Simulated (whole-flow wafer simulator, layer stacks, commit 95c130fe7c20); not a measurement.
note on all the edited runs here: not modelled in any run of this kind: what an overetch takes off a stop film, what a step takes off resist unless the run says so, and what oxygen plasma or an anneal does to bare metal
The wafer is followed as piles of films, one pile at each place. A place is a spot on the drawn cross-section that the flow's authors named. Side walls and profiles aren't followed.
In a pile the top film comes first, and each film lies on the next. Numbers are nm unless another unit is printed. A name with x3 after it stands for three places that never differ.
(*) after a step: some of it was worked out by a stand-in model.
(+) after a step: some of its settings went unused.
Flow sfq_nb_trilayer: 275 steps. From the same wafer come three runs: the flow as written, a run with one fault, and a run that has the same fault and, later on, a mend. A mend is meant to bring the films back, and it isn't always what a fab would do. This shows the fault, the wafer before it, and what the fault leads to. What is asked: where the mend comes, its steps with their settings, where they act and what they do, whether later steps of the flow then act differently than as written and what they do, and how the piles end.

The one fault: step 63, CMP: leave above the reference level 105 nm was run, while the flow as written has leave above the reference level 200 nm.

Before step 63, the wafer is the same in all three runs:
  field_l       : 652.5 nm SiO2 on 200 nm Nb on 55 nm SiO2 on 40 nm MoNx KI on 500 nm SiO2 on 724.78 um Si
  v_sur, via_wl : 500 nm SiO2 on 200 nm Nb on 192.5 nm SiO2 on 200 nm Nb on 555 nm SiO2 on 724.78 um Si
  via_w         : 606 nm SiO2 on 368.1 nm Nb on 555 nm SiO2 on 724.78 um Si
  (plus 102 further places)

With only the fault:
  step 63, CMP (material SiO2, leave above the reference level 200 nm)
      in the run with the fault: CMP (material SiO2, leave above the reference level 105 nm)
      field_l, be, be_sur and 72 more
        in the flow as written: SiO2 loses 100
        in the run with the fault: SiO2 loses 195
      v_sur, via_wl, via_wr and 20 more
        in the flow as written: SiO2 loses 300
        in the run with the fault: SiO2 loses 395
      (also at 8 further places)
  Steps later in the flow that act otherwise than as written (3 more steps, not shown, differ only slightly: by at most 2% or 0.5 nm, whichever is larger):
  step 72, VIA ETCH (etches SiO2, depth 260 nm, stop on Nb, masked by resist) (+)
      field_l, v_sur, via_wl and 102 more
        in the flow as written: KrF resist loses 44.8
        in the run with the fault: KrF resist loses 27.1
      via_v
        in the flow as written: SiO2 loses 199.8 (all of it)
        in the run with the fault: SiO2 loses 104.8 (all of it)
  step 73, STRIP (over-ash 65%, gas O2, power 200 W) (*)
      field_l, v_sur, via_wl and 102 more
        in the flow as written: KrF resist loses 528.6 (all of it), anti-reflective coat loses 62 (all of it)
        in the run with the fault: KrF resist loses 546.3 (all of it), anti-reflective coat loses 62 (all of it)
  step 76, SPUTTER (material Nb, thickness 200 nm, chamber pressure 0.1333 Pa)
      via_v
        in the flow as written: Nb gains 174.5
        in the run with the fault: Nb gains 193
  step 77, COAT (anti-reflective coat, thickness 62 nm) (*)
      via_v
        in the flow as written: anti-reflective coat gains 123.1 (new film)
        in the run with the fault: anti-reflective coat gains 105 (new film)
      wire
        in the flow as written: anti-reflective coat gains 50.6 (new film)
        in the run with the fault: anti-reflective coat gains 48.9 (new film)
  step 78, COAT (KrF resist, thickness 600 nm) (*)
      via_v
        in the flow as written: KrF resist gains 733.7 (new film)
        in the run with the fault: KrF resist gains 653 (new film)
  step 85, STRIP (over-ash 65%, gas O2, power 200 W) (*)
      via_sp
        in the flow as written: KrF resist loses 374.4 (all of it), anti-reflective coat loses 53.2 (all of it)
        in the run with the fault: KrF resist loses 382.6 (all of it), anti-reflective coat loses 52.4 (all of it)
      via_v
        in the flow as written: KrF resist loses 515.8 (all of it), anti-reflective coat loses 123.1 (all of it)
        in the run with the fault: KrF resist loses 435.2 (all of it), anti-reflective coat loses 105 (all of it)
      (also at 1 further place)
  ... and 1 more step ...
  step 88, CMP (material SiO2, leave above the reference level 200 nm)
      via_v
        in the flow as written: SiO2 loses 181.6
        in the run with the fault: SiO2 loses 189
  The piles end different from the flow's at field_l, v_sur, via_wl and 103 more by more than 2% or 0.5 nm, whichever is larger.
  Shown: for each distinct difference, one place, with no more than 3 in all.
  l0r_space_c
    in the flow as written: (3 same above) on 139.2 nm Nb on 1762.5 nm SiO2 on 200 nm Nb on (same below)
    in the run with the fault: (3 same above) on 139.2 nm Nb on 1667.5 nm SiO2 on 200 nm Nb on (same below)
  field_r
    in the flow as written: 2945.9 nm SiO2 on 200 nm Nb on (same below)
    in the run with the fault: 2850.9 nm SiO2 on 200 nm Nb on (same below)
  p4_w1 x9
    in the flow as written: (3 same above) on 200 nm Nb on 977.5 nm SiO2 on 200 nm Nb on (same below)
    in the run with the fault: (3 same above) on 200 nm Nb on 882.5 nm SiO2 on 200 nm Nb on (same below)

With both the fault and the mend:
  The mend stands after step 70.
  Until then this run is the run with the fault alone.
  step 70a, STRIP (over-ash 65%, gas O2, power 200 W) (*)
      field_l, v_sur, via_wl and 102 more
        KrF resist loses 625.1 (all of it), anti-reflective coat loses 62 (all of it)
      via_v
        anti-reflective coat loses 62 (all of it)
  step 70b, PECVD (material SiO2, thickness 95 nm, 150 C, 21.11 s, RF power 183.3 W, pressure 2.4 Torr, precursor SiH4/N2O) (a further turn of the flow's step 62, with different settings)
      field_l, v_sur, via_wl and 103 more
        SiO2 gains 95
  step 70c, COAT (anti-reflective coat, thickness 62 nm) (a further turn of the flow's step 65)
      field_l, v_sur, via_wl and 103 more
        anti-reflective coat gains 62 (new film)
  step 70d, COAT (KrF resist, thickness 650 nm) (a further turn of the flow's step 66)
      field_l, v_sur, via_wl and 103 more
        KrF resist gains 650 (new film)
  step 70e, SOFTBAKE (KrF resist) (a further turn of the flow's step 67)
      does not change any film at any place that is followed
  step 70f, EXPOSE (photomask I1, dose 11.91 mJ/cm2, NA 0.6, wavelength 248 nm) (*) (a further turn of the flow's step 68)
      does not change any film at any place that is followed
  step 70g, PEB (KrF resist, 90 s) (a further turn of the flow's step 69)
      field_l, v_sur, via_wl and 103 more
        KrF resist loses 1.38
  step 70h, DEVELOP (KrF resist, thickness 650 nm, 60 s) (a further turn of the flow's step 70)
      field_l, v_sur, via_wl and 102 more
        KrF resist loses 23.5
      via_v
        KrF resist loses 648.6 (all of it)
  Every later step of the flow that is run acts as written, at every place that is followed, to within 2% or 0.5 nm, whichever is larger.
  By the end, the piles equal the flow's at every place that both follow.
